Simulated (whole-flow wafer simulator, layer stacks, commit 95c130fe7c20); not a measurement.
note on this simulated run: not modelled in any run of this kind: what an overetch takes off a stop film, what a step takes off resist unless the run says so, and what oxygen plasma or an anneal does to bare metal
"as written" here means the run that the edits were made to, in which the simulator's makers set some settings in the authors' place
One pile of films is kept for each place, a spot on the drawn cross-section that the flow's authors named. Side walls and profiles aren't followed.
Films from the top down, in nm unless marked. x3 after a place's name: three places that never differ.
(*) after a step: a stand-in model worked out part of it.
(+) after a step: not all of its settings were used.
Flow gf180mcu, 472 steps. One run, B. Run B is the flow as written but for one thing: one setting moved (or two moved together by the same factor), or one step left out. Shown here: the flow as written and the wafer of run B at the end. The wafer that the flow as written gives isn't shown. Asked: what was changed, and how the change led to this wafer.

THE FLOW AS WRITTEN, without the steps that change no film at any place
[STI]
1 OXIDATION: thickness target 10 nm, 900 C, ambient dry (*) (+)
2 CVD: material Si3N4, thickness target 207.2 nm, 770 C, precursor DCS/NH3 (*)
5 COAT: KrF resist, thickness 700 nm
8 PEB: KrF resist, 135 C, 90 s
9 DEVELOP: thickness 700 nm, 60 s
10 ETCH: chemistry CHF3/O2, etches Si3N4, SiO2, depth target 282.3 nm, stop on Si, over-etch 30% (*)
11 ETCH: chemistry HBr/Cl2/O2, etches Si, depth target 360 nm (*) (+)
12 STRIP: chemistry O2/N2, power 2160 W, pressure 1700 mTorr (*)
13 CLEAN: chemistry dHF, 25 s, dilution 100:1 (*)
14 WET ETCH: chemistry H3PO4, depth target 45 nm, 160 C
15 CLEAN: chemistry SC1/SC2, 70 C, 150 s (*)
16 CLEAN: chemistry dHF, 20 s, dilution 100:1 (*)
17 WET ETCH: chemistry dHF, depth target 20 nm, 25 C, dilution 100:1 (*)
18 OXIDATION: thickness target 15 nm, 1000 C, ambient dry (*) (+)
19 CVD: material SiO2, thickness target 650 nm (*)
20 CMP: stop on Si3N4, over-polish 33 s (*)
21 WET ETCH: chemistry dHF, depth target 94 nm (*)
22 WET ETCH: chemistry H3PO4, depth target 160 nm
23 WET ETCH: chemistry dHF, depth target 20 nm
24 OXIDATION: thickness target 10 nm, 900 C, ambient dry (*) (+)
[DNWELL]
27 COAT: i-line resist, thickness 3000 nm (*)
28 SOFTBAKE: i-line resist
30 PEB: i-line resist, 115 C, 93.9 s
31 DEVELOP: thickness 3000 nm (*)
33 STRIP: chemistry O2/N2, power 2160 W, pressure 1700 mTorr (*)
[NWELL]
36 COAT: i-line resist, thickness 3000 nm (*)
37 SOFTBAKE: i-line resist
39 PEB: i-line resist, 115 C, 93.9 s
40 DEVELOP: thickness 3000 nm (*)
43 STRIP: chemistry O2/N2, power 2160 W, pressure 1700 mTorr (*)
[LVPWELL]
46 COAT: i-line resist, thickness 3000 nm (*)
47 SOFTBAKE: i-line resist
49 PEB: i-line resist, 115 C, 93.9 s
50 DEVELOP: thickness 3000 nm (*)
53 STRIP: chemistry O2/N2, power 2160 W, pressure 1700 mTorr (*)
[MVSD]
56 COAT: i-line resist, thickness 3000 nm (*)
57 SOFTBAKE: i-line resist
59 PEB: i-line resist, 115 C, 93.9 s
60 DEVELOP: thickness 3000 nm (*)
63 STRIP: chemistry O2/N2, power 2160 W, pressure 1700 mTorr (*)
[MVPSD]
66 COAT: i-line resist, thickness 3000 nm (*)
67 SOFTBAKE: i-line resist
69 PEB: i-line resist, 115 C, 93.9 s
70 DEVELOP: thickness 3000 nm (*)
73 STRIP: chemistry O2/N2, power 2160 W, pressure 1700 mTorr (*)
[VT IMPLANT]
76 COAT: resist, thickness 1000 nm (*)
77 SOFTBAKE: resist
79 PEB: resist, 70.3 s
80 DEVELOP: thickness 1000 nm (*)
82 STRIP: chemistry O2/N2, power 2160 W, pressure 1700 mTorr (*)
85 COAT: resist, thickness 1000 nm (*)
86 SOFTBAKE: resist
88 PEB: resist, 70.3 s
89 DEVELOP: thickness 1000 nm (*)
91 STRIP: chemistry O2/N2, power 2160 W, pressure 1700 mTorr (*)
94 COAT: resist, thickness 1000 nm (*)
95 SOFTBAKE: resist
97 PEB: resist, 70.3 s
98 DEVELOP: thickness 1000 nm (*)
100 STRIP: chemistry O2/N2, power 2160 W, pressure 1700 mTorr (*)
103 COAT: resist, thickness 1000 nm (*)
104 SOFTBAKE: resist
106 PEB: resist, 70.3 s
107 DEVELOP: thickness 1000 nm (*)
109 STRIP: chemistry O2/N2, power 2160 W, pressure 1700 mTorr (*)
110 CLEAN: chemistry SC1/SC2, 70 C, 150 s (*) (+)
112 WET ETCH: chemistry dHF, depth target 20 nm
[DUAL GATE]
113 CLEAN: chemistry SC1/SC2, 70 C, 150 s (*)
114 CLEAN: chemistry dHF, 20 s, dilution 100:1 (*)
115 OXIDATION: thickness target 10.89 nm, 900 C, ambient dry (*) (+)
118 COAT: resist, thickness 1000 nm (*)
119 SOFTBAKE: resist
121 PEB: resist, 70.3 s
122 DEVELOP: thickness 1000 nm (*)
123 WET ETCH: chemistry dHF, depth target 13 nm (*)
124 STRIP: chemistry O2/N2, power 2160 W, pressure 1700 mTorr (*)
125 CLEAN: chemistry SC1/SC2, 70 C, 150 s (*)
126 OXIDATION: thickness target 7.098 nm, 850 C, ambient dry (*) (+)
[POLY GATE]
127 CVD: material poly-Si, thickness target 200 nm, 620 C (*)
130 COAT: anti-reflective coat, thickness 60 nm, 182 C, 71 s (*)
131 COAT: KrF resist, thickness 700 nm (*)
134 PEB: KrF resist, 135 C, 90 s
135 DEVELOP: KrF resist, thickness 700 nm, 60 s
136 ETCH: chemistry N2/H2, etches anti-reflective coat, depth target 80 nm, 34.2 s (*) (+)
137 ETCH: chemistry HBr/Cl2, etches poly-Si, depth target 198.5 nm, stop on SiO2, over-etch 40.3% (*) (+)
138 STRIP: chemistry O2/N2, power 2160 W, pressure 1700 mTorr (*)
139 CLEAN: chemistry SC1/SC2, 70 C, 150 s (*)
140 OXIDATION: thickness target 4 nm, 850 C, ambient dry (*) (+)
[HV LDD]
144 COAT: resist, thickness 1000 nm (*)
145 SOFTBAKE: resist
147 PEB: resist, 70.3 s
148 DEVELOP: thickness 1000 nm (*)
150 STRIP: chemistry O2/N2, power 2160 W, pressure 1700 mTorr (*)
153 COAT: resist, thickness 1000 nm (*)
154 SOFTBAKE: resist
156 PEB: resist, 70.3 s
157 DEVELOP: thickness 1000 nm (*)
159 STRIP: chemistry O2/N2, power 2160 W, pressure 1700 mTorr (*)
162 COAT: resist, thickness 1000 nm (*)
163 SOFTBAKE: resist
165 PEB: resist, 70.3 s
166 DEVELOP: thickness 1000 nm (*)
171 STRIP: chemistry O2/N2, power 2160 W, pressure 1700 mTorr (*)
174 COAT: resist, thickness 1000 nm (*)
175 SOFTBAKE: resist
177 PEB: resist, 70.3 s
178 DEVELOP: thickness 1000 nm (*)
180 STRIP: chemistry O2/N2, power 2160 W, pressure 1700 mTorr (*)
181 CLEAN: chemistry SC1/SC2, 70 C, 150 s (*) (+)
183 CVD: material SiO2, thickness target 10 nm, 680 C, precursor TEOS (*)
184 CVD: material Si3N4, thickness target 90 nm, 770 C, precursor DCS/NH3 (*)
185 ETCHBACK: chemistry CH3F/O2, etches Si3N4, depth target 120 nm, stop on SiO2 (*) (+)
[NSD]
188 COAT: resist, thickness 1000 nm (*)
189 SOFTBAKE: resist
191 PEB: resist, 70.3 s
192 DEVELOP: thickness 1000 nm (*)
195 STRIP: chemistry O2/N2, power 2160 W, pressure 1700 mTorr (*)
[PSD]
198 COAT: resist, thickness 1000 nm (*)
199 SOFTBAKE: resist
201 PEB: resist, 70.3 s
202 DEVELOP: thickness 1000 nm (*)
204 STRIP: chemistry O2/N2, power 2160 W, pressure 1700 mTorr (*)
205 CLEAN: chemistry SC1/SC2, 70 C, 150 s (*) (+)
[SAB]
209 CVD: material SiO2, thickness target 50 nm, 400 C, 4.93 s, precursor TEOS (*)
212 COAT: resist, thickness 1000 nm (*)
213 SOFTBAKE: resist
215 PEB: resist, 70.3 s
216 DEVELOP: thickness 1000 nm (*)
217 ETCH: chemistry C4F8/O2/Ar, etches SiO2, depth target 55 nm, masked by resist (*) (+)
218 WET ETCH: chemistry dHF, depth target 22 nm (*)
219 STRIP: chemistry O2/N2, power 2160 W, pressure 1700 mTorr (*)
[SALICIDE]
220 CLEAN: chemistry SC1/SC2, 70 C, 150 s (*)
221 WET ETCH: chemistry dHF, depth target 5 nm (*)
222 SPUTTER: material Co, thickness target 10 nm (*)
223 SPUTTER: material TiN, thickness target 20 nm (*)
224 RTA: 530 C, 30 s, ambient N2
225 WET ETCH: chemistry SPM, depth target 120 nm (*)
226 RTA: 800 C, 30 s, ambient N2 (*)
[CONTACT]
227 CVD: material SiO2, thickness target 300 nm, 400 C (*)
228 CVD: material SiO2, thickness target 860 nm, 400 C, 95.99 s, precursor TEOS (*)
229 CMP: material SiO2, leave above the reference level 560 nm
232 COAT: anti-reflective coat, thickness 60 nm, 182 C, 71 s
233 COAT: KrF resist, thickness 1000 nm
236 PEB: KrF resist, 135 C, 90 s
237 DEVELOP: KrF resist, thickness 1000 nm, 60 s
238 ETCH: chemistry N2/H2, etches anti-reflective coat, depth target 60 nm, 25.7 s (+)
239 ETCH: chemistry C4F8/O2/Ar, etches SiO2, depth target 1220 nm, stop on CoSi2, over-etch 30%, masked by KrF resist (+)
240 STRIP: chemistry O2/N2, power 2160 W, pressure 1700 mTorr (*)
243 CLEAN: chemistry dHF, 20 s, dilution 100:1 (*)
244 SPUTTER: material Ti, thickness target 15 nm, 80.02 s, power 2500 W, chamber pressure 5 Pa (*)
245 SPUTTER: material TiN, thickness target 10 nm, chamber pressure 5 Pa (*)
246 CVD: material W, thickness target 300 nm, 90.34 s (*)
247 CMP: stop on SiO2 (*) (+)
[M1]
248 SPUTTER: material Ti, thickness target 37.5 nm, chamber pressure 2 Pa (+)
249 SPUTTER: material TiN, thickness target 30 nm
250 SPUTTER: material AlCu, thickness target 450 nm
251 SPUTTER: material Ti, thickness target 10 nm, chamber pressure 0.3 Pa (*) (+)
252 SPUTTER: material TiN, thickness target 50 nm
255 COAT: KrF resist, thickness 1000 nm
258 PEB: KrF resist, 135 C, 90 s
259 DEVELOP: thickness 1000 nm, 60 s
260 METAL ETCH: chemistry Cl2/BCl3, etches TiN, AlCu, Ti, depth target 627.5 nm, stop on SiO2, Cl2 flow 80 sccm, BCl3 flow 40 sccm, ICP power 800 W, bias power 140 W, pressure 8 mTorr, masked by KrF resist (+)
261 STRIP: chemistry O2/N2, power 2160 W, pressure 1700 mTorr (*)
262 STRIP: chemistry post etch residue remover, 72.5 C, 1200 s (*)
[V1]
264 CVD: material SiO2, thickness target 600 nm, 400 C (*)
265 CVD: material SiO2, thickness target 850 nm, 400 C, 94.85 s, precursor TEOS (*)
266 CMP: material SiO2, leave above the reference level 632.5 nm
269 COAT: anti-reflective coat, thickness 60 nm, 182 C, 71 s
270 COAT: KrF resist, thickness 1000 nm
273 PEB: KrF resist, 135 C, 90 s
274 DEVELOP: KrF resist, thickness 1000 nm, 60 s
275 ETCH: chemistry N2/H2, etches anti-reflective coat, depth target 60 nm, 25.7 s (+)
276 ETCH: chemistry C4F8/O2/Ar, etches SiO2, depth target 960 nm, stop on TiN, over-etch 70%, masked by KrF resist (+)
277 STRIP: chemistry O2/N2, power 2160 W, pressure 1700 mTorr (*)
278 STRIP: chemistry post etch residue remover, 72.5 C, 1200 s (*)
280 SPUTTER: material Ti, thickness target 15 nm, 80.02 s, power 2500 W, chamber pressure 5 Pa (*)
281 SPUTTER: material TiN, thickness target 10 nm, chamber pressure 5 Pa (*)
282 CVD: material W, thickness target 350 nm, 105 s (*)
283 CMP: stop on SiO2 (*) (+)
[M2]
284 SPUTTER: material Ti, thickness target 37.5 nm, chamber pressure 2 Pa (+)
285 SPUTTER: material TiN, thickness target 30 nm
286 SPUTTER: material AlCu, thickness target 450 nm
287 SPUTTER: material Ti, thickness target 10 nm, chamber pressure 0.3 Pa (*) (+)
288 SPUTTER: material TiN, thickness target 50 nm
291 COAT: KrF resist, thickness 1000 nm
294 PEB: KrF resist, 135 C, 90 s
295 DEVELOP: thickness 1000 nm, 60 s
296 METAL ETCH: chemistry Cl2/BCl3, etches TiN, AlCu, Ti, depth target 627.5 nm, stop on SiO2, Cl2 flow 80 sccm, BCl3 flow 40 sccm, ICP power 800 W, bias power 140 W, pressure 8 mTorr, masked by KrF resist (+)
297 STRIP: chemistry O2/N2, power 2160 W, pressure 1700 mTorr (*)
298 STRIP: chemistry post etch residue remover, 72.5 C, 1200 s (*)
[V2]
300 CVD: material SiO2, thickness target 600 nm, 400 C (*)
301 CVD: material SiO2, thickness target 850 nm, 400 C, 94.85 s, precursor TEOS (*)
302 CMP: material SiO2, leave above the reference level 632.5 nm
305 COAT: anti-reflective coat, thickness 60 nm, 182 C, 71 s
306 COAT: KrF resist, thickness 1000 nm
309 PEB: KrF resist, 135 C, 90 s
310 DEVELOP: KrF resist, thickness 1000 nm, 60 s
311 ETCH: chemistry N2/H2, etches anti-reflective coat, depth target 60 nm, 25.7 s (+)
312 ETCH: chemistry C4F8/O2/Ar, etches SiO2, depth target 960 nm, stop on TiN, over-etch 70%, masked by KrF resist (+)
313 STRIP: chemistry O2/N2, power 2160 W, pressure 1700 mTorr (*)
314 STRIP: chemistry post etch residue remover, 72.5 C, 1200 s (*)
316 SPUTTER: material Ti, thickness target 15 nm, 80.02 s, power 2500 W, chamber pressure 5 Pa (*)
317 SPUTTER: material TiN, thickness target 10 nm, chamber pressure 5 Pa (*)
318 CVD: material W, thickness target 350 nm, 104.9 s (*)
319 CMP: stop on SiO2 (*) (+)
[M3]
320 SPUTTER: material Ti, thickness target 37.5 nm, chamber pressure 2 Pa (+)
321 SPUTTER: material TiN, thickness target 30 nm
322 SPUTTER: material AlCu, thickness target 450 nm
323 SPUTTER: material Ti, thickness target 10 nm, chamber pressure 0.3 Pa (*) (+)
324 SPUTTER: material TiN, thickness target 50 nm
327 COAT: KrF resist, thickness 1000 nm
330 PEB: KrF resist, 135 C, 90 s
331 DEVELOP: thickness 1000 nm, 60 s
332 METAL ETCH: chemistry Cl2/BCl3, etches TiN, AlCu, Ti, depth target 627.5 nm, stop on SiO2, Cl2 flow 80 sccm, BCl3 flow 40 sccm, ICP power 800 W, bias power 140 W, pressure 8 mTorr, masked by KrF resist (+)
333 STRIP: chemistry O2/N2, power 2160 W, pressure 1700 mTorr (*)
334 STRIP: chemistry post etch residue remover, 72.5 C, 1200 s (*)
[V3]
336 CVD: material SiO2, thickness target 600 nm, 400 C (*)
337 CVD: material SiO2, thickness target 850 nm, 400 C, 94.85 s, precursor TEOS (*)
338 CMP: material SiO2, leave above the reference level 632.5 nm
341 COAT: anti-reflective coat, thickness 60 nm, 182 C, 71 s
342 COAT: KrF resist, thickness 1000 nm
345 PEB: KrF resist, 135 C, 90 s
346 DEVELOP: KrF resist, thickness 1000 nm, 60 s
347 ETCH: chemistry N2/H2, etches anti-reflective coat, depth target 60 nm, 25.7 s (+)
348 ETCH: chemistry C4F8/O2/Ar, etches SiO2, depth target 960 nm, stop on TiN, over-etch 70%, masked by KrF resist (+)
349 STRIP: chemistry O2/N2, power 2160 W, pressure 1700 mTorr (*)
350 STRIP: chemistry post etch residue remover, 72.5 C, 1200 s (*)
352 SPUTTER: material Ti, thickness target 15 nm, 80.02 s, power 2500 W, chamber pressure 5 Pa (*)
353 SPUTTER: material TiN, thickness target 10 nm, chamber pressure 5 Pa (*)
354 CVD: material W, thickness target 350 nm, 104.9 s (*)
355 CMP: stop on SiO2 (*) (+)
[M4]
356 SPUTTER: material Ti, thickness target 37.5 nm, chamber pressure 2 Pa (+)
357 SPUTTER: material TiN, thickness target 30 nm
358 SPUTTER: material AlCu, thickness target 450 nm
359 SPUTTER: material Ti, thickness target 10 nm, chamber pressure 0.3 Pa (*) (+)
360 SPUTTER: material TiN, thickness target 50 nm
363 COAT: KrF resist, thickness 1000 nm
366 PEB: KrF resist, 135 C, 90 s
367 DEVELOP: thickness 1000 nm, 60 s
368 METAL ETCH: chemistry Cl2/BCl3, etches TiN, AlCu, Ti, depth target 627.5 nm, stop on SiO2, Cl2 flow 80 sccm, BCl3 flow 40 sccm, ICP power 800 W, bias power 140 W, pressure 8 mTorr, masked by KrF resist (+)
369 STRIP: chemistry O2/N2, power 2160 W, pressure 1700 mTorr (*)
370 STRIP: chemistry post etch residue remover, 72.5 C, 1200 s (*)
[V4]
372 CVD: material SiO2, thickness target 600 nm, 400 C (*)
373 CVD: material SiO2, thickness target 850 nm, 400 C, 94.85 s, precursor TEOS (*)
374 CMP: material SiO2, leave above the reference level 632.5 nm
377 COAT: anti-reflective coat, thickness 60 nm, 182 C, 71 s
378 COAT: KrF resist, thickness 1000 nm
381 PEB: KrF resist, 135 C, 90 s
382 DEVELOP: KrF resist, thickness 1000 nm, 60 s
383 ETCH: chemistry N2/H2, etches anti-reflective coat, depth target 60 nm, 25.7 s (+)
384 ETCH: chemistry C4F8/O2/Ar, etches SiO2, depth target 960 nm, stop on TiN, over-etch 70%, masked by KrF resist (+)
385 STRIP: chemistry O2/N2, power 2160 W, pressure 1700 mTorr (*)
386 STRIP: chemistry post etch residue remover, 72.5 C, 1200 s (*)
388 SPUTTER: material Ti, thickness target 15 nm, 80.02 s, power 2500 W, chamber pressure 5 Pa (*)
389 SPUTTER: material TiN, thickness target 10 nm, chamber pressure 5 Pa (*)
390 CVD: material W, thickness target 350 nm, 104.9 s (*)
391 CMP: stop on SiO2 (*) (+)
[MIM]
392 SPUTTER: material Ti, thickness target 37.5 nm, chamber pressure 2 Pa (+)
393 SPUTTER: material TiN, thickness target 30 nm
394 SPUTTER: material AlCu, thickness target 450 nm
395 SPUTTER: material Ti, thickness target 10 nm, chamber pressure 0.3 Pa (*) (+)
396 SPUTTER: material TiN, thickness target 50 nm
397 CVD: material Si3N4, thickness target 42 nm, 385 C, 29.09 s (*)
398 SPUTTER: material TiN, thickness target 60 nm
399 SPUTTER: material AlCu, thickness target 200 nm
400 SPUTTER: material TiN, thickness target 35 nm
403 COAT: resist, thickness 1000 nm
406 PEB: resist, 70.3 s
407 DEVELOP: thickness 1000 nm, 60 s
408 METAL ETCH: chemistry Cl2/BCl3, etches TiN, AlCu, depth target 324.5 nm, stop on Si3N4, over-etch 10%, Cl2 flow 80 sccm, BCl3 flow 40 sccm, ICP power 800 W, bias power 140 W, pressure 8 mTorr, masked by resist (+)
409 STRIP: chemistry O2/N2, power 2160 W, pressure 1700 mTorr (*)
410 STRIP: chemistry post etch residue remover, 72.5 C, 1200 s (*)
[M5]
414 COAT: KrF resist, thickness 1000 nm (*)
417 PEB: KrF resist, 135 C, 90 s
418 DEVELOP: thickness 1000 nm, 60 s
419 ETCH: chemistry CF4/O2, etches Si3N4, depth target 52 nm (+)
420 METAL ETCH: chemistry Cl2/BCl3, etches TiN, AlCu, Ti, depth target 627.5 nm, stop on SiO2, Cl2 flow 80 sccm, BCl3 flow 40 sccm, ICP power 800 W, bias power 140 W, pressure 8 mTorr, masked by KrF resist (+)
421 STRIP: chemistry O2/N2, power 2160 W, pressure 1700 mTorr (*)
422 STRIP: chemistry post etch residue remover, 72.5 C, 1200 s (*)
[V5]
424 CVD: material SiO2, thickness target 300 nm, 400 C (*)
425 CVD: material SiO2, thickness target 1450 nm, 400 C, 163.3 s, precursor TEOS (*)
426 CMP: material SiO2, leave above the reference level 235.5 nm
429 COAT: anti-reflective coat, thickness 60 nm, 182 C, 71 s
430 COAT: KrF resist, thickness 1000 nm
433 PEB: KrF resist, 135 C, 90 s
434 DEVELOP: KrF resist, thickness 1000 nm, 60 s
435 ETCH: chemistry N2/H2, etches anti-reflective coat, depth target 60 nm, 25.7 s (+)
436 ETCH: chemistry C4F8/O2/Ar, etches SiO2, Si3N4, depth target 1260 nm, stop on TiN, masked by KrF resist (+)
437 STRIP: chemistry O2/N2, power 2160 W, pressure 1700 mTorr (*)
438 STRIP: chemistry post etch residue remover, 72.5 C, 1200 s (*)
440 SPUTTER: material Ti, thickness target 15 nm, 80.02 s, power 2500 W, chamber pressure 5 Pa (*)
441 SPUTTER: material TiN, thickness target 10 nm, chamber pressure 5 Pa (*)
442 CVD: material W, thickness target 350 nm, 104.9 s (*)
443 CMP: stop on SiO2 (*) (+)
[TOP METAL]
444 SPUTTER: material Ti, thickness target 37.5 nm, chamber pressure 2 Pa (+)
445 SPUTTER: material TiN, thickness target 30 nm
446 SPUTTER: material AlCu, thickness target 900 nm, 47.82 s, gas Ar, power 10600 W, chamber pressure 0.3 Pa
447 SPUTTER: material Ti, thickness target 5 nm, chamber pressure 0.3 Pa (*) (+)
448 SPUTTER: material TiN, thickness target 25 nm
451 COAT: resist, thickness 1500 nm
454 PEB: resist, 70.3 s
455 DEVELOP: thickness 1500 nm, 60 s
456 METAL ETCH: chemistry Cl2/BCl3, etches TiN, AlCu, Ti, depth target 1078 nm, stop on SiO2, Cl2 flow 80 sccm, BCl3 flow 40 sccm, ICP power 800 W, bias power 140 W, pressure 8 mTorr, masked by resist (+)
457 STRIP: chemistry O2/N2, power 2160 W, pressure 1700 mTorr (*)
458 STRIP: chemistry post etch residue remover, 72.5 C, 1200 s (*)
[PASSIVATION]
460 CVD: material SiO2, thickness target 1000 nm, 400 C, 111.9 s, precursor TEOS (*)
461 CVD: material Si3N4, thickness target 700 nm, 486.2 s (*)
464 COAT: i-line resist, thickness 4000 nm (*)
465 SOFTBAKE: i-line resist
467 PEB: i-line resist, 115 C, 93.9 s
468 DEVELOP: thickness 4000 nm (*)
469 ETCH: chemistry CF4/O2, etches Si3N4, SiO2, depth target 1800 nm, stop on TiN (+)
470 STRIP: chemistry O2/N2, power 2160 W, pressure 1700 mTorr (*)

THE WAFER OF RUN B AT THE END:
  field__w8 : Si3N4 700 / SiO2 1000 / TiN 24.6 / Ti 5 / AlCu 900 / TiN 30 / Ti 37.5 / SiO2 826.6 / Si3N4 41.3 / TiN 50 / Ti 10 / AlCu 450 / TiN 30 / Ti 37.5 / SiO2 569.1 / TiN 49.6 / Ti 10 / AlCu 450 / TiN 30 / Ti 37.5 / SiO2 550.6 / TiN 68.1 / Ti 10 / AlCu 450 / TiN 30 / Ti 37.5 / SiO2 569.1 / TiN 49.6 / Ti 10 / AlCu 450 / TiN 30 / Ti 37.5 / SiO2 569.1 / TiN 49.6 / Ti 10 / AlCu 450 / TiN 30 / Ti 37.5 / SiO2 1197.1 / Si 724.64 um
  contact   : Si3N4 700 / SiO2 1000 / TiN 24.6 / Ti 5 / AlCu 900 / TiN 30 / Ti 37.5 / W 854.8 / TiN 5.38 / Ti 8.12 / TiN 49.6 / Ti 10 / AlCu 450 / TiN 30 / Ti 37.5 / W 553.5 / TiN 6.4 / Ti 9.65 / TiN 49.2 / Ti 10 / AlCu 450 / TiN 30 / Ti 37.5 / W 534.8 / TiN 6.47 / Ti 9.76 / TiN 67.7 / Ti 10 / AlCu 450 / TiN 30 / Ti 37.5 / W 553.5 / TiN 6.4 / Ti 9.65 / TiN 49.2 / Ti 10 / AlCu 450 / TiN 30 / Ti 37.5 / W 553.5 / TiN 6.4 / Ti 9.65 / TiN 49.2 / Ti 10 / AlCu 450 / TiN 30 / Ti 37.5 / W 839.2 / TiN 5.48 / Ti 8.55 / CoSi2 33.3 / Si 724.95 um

The cause: step 324, SPUTTER: thickness target 68.5 nm was run, where the flow has thickness target 50 nm.

How the change led to this, step by step:
  324 SPUTTER: material TiN, thickness target 50 nm
      field, field__w1, field__w2 and 108 more: TiN +68.5 (new film) (as written it would be: TiN +50 (new film))
  332 METAL ETCH: chemistry Cl2/BCl3, etches TiN, AlCu, Ti, depth target 627.5 nm, stop on SiO2, Cl2 flow 80 sccm, BCl3 flow 40 sccm, ICP power 800 W, bias power 140 W, pressure 8 mTorr, masked by KrF resist (+)
      field, field__w1, field__w2 and 103 more: TiN -68.5 (all of it), Ti -10 (all of it), AlCu -450 (all of it), TiN -30 (all of it), Ti -37.5 (all of it) (as written it would be: TiN -50 (all of it), Ti -10 (all of it), AlCu -450 (all of it), TiN -30 (all of it), Ti -37.5 (all of it))
  338 CMP: material SiO2, leave above the reference level 632.5 nm
      field__w8, contact, m1, m1__w1, m1_nw: SiO2 -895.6 (as written it would be: SiO2 -877.1)
  348 ETCH: chemistry C4F8/O2/Ar, etches SiO2, depth target 960 nm, stop on TiN, over-etch 70%, masked by KrF resist (+)
      contact: SiO2 -554 (all of it) (as written it would be: SiO2 -572.5 (all of it))
  354 CVD: material W, thickness target 350 nm, 104.9 s (*)
      contact: W +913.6 (new film) (as written it would be: W +932.3 (new film))
